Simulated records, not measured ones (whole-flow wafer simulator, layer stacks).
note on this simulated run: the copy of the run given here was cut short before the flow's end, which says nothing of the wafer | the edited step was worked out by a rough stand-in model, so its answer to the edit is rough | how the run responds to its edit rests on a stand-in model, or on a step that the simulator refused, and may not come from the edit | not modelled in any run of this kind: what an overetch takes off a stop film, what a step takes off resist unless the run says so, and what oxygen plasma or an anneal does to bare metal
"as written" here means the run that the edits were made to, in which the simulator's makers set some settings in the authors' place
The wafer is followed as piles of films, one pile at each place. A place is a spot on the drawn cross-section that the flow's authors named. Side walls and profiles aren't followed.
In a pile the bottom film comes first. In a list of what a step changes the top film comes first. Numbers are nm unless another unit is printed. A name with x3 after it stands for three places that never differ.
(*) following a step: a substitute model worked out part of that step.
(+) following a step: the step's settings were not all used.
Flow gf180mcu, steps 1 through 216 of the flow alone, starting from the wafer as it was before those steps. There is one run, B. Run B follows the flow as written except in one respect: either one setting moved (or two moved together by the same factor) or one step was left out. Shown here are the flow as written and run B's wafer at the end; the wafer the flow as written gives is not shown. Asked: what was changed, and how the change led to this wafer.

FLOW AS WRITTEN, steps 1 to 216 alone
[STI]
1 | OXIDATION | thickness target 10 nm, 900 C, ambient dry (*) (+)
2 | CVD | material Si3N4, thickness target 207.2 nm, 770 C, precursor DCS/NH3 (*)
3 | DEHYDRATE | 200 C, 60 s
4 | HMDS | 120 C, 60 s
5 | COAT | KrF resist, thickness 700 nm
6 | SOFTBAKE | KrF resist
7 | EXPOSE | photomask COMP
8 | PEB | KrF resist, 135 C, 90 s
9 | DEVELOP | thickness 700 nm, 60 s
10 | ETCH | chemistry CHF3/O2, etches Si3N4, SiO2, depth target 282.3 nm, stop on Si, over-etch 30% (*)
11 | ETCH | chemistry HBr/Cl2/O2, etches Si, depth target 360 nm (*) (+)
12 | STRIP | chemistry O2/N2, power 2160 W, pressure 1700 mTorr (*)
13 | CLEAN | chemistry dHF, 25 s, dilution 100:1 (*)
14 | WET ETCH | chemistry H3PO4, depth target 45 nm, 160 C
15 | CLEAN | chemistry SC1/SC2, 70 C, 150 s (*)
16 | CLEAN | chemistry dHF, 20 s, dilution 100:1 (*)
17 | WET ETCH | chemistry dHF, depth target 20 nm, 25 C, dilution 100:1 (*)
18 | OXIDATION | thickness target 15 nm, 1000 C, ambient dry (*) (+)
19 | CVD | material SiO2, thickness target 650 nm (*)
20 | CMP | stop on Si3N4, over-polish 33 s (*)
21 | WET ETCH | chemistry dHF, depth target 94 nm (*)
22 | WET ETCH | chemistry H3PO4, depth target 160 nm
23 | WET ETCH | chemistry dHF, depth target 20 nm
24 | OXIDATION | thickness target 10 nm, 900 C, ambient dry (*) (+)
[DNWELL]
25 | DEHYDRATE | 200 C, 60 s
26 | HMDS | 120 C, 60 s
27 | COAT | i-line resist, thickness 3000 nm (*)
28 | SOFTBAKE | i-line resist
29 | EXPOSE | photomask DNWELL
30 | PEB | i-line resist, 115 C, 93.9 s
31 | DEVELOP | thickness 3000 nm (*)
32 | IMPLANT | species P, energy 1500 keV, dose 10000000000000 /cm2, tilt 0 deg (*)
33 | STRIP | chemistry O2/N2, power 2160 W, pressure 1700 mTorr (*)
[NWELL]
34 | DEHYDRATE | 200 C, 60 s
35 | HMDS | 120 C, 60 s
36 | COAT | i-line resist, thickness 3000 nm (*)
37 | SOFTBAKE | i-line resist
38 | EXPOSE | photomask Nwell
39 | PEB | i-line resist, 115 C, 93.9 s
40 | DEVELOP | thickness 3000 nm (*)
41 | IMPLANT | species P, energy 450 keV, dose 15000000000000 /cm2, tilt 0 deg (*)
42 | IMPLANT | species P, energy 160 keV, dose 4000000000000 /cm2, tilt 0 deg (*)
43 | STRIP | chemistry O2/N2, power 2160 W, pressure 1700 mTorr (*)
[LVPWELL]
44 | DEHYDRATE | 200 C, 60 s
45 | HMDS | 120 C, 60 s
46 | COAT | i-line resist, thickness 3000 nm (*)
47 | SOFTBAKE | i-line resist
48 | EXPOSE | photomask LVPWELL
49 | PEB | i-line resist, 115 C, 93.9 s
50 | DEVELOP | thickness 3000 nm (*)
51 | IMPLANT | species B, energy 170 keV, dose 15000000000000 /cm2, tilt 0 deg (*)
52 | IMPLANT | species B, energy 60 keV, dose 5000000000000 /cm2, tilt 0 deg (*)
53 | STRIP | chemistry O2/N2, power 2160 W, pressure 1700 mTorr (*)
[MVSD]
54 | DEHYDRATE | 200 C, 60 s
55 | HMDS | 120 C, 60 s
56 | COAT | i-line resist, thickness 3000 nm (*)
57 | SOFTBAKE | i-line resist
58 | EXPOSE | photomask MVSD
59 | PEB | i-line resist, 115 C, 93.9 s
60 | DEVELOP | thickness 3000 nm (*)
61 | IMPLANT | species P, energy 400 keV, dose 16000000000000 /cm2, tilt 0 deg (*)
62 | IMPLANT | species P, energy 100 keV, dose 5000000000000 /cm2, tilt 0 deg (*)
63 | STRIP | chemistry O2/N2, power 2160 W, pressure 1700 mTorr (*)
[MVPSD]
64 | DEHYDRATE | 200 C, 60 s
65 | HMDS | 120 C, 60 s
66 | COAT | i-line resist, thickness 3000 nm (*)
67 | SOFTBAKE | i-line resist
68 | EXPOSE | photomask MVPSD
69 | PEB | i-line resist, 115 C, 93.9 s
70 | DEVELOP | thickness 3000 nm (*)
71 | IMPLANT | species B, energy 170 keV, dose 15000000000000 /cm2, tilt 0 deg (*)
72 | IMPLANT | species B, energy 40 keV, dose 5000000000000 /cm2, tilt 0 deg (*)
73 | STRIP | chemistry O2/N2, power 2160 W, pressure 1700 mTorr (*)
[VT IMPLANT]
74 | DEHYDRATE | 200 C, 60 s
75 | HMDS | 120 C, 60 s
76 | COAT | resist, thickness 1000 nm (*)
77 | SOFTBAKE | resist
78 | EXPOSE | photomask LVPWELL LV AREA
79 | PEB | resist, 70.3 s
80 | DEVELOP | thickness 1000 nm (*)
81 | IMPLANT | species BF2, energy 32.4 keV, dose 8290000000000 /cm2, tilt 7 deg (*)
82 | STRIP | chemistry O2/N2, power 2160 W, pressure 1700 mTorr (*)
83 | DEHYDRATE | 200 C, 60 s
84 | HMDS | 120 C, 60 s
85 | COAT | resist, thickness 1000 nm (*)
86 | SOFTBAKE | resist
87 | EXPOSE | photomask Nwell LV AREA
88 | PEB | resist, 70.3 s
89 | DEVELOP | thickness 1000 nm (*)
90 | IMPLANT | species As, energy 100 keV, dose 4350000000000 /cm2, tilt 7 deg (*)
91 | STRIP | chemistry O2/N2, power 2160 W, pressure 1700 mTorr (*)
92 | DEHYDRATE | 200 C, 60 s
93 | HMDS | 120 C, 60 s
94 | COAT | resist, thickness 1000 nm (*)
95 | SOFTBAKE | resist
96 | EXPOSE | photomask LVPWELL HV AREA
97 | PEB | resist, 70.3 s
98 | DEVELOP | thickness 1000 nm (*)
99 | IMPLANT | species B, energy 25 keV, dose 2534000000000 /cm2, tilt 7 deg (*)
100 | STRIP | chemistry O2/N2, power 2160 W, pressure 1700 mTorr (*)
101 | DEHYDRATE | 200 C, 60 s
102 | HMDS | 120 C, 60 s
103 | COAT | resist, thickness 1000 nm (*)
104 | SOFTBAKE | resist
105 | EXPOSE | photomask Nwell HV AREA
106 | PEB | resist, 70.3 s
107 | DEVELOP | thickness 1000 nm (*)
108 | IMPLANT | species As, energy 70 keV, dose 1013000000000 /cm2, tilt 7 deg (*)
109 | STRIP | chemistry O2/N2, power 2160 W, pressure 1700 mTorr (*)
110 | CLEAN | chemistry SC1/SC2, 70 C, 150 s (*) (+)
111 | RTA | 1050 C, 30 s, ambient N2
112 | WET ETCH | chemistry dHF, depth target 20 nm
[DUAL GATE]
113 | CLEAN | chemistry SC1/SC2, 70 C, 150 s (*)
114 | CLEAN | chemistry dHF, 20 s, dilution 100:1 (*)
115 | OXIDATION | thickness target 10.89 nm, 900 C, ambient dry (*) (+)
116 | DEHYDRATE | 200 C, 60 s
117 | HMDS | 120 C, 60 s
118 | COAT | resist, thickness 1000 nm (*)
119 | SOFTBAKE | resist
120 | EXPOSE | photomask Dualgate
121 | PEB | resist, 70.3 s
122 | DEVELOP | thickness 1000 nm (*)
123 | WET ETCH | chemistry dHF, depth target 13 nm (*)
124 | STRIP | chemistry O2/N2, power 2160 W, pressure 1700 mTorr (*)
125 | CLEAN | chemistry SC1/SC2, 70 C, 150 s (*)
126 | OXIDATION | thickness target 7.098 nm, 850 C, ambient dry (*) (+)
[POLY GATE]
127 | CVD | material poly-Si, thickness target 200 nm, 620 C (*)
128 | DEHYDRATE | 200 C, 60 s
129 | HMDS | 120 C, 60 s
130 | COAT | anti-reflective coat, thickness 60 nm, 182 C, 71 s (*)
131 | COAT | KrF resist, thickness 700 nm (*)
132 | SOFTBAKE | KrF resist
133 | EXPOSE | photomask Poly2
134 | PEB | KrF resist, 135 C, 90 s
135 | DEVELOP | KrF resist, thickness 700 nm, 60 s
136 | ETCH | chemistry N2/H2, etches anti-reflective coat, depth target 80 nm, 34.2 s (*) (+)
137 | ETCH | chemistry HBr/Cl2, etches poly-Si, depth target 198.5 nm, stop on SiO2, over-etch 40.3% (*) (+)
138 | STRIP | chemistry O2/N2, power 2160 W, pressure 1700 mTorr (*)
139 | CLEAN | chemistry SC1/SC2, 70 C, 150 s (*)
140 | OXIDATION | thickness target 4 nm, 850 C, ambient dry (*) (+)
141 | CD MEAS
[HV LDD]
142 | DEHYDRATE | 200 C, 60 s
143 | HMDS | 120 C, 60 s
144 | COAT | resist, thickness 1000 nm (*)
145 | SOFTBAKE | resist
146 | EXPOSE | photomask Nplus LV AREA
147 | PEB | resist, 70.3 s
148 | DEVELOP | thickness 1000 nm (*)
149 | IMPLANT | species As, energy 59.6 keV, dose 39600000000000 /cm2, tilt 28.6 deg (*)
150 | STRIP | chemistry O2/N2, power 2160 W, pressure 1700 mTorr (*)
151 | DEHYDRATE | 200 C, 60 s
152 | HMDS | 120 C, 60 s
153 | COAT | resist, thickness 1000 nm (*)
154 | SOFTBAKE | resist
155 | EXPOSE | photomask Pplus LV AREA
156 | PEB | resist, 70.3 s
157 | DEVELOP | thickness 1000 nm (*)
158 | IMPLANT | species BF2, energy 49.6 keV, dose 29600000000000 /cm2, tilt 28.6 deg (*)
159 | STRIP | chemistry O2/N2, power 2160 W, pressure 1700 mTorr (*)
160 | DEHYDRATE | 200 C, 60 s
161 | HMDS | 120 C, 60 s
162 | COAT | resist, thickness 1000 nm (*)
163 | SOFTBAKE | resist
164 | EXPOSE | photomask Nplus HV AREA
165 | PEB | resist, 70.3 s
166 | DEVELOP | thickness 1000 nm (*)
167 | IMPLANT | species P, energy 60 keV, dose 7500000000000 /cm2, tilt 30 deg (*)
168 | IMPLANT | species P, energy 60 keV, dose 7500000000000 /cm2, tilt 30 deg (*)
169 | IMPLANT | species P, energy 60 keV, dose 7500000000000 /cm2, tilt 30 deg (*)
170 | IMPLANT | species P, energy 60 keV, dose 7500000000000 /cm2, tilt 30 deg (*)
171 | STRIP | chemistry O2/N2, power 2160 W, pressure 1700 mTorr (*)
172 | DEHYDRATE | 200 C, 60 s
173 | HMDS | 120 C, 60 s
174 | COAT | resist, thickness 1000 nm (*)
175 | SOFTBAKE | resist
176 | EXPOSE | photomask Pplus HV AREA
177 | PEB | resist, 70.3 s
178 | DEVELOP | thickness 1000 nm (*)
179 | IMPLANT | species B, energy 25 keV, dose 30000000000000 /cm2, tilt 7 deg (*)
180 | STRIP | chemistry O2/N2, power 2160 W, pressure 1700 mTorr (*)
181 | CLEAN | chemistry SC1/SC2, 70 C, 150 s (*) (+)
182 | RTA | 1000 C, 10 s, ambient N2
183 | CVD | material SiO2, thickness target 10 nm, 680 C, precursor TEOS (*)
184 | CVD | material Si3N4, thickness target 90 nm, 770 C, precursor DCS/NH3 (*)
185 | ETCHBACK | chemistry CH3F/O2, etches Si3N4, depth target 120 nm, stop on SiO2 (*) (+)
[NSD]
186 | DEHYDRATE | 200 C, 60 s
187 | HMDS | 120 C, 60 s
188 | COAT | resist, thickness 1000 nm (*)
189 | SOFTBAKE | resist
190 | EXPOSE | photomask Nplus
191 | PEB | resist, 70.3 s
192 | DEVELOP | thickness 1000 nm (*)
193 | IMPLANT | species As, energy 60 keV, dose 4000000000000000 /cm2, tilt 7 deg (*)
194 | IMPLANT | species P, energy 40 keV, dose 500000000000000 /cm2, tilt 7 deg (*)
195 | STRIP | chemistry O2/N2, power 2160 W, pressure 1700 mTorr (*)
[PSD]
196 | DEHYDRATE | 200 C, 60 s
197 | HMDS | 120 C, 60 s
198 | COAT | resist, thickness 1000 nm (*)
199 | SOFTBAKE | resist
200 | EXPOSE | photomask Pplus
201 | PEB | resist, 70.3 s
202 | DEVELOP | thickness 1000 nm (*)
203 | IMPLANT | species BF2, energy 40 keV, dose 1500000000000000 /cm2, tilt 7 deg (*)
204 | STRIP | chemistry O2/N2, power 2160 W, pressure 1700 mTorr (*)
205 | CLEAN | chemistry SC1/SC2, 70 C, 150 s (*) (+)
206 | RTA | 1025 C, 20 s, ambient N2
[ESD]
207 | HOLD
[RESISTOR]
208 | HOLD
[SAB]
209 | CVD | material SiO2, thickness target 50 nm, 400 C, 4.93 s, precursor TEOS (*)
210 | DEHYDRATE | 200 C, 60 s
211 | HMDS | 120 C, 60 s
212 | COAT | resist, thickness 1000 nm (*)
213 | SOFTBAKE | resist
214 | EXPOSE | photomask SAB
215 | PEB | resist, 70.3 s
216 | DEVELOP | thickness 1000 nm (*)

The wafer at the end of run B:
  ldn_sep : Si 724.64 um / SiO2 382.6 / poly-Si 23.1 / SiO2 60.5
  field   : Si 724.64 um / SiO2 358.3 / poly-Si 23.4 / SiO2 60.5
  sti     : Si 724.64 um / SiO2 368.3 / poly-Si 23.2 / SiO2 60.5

The reason: step 127, CVD: thickness target 305 nm was run, while the flow as written has thickness target 200 nm.

How this came from the change, step by step:
  127 | CVD | material poly-Si, thickness target 200 nm, 620 C (*)
      field, field__w1, field__w2 and 89 more: +305 poly-Si (new film) (it would be, as written: +200 poly-Si (new film))
  137 | ETCH | chemistry HBr/Cl2, etches poly-Si, depth target 198.5 nm, stop on SiO2, over-etch 40.3% (*) (+)
      field__w3, field__w12, field_sub and 14 more: -278.5 poly-Si (it would be, as written: -199 poly-Si (all of it), -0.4 SiO2)
      field__w6, sti, m1 and 11 more: -278.5 poly-Si (it would be, as written: -198.8 poly-Si (all of it), -0.4 SiO2)
      (and at 33 other places as well)
  138 | STRIP | chemistry O2/N2, power 2160 W, pressure 1700 mTorr (*)
      field, field__w1, field__w2 and 61 more: +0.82 chemical SiO2 (new film), -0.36 poly-Si (it would be, as written: nothing)
  139 | CLEAN | chemistry SC1/SC2, 70 C, 150 s (*)
      field, field__w1, field__w2 and 34 more: -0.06 chemical SiO2, -0.27 poly-Si (it would be, as written: -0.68 SiO2)
  140 | OXIDATION | thickness target 4 nm, 850 C, ambient dry (*) (+)
      field, field__w1, field__w2 and 21 more: +4 SiO2 (new film), -0.76 chemical SiO2 (all of it), -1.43 poly-Si (it would be, as written: +0.15 SiO2, -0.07 Si)
      active_hv, active_nat, ld_sd_n and 11 more: +4 SiO2 (new film), -0.76 chemical SiO2 (all of it), -1.43 poly-Si (it would be, as written: +0.96 SiO2, -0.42 Si)
      (and at 26 other places as well)
  144 | COAT | resist, thickness 1000 nm (*)
      polyc_n, polyc_p: +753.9 resist (new film) (it would be, as written: +817.8 resist (new film))
      field_sub__w4: +1070.5 resist (new film) (it would be, as written: +1047.7 resist (new film))
      (and at 30 other places as well)
  145 | SOFTBAKE | resist
      active_hv: -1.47 resist (it would be, as written: +0.44 resist)
      nw_enc_fld_lv__w3: -1.65 resist (it would be, as written: +2.63 resist)
      (and at 73 other places as well)
  147 | PEB | resist, 70.3 s
      polyc_n, polyc_n_rim, polyc_p, polyc_p_rim: -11 resist (it would be, as written: -12.2 resist)
      ldn_ch, ldn_acc, ldp_ch, ldp_acc: -11.9 resist (it would be, as written: -13 resist)
      (and at 27 other places as well)
  148 | DEVELOP | thickness 1000 nm (*)
      gate: -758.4 resist (all of it) (it would be, as written: -822.7 resist (all of it))
      npoly_u: -759.2 resist (all of it) (it would be, as written: -821.5 resist (all of it))
      (and at 3 other places as well)
  150 | STRIP | chemistry O2/N2, power 2160 W, pressure 1700 mTorr (*)
      field_sub__w4: -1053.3 resist (all of it) (it would be, as written: -1030.9 resist (all of it))
      gate_hv: -763.6 resist (all of it) (it would be, as written: -824.2 resist (all of it))
      (and at 25 other places as well)
  153 | COAT | resist, thickness 1000 nm (*)
      polyc_n, polyc_p: +753.9 resist (new film) (it would be, as written: +817.8 resist (new film))
      field_sub__w4: +1070.5 resist (new film) (it would be, as written: +1047.7 resist (new film))
      (and at 30 other places as well)
  154 | SOFTBAKE | resist
      active_hv: -1.47 resist (it would be, as written: +0.44 resist)
      nw_enc_fld_lv__w3: -1.65 resist (it would be, as written: +2.63 resist)
      (and at 73 other places as well)
  156 | PEB | resist, 70.3 s
      polyc_n, polyc_n_rim, polyc_p, polyc_p_rim: -11 resist (it would be, as written: -12.2 resist)
      ldn_ch, ldn_acc, ldp_ch, ldp_acc: -11.9 resist (it would be, as written: -13 resist)
      (and at 27 other places as well)
  157 | DEVELOP | thickness 1000 nm (*)
      gate_p: -765.8 resist (all of it) (it would be, as written: -828.7 resist (all of it))
      ppoly_u: -767 resist (all of it) (it would be, as written: -827 resist (all of it))
      (and at 3 other places as well)
  159 | STRIP | chemistry O2/N2, power 2160 W, pressure 1700 mTorr (*)
      field_sub__w4: -1053.3 resist (all of it) (it would be, as written: -1030.9 resist (all of it))
      gate: -758.4 resist (all of it) (it would be, as written: -822.7 resist (all of it))
      (and at 25 other places as well)
  162 | COAT | resist, thickness 1000 nm (*)
      polyc_n, polyc_p: +753.9 resist (new film) (it would be, as written: +817.8 resist (new film))
      field_sub__w4: +1070.5 resist (new film) (it would be, as written: +1047.7 resist (new film))
      (and at 30 other places as well)
  ... another 23 steps ...
  216 | DEVELOP | thickness 1000 nm (*)
      field__w3, field__w12: -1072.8 resist (all of it) (it would be, as written: -1049.4 resist (all of it))
      field__w2: -1059 resist (all of it) (it would be, as written: -1035.2 resist (all of it))
      (and at 43 other places as well)
